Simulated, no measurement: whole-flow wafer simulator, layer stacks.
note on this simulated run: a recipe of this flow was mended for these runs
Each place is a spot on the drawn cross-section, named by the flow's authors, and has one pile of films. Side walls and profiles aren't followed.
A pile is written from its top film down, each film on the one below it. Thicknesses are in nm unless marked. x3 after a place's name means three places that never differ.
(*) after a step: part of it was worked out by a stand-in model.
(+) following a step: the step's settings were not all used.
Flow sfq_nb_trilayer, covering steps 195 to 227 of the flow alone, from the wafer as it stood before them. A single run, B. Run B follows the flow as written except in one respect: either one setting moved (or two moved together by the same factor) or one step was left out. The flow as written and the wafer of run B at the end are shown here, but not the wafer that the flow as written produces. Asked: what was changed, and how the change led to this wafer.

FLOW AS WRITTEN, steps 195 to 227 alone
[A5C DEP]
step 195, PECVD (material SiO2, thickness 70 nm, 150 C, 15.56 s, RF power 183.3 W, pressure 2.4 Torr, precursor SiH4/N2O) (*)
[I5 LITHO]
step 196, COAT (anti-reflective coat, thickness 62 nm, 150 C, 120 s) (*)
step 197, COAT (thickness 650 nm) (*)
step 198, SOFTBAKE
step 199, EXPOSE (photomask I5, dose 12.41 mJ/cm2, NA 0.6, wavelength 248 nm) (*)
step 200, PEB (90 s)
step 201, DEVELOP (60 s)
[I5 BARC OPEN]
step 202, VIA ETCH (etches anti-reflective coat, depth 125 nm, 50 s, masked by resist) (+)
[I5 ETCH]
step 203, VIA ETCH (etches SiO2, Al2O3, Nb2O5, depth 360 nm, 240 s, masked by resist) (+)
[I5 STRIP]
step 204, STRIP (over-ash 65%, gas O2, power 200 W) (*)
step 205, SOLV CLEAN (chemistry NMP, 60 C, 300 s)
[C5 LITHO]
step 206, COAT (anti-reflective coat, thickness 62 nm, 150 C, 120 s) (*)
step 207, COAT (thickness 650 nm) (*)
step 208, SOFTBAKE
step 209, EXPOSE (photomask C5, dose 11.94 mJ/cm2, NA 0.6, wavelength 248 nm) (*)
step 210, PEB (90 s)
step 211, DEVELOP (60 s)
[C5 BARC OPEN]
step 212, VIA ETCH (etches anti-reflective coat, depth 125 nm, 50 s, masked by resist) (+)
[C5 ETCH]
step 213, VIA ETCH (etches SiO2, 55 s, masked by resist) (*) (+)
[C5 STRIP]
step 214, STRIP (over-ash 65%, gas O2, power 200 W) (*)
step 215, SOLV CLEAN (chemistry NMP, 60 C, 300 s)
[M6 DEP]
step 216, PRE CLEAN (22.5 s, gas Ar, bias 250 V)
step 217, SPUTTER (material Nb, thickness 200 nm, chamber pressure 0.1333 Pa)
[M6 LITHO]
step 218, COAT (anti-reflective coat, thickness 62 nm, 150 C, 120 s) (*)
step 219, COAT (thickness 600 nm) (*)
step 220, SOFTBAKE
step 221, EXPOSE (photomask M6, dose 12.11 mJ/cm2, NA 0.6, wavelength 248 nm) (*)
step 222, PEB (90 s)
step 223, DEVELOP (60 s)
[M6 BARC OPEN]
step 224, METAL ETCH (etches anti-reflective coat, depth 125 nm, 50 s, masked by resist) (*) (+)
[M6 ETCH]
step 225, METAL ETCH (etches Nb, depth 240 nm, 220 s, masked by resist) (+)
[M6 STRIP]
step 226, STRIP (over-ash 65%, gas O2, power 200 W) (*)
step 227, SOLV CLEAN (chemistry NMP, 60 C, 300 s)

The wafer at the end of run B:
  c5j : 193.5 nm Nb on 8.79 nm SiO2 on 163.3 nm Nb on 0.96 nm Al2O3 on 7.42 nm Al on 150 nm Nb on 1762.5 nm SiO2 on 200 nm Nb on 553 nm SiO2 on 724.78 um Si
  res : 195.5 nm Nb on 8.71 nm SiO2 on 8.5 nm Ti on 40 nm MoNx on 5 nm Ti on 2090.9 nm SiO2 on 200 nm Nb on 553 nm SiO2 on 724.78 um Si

Cause: step 213, VIA ETCH: 35 s was run, though the flow has 55 s.

Step by step, how the change led to this:
  step 213, VIA ETCH (etches SiO2, 55 s, masked by resist) (*) (+)
      c5j: SiO2 loses 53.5 (in the flow as written it would be: SiO2 loses 69.7 (all of it), Nb loses 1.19)
      res: SiO2 loses 53.5 (in the flow as written it would be: SiO2 loses 69.7 (all of it), Ti loses 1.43)
      (also at 104 further places)
  step 216, PRE CLEAN (22.5 s, gas Ar, bias 250 V)
      c5j: SiO2 loses 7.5 (in the flow as written it would be: Nb loses 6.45)
      res: SiO2 loses 7.5 (in the flow as written it would be: Ti loses 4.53)
  step 217, SPUTTER (material Nb, thickness 200 nm, chamber pressure 0.1333 Pa)
      c5j: Nb gains 193.5 (new film) (in the flow as written it would be: Nb gains 188.4)
  step 218, COAT (anti-reflective coat, thickness 62 nm, 150 C, 120 s) (*)
      jj_sur: anti-reflective coat gains 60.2 (new film) (in the flow as written it would be: anti-reflective coat gains 57.9 (new film))
      ce_l: anti-reflective coat gains 60.9 (new film) (in the flow as written it would be: anti-reflective coat gains 56.7 (new film))
      (also at 6 further places)
  step 226, STRIP (over-ash 65%, gas O2, power 200 W) (*)
      jj_sur: KrF-resist-other-grade loses 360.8 (all of it), anti-reflective coat loses 60.2 (all of it) (in the flow as written it would be: KrF-resist-other-grade loses 361.7 (all of it), anti-reflective coat loses 57.9 (all of it))
      ce_l: KrF-resist-other-grade loses 367.2 (all of it), anti-reflective coat loses 60.9 (all of it) (in the flow as written it would be: KrF-resist-other-grade loses 369.7 (all of it), anti-reflective coat loses 56.7 (all of it))
      (also at 6 further places)
If metal films that touch count as one body, c5j has 4 bodies (between them, from the top down: SiO2 8.79; Al2O3 0.96; SiO2 1762.5); the flow as written gives 3 bodies (between them, from the top down: Al2O3 0.96; SiO2 1762.5).
If metal films that touch count as one body, res has 3 bodies (between them, from the top down: SiO2 8.71; SiO2 2090.9); the flow as written gives 2 bodies (between them, from the top down: SiO2 2090.9).
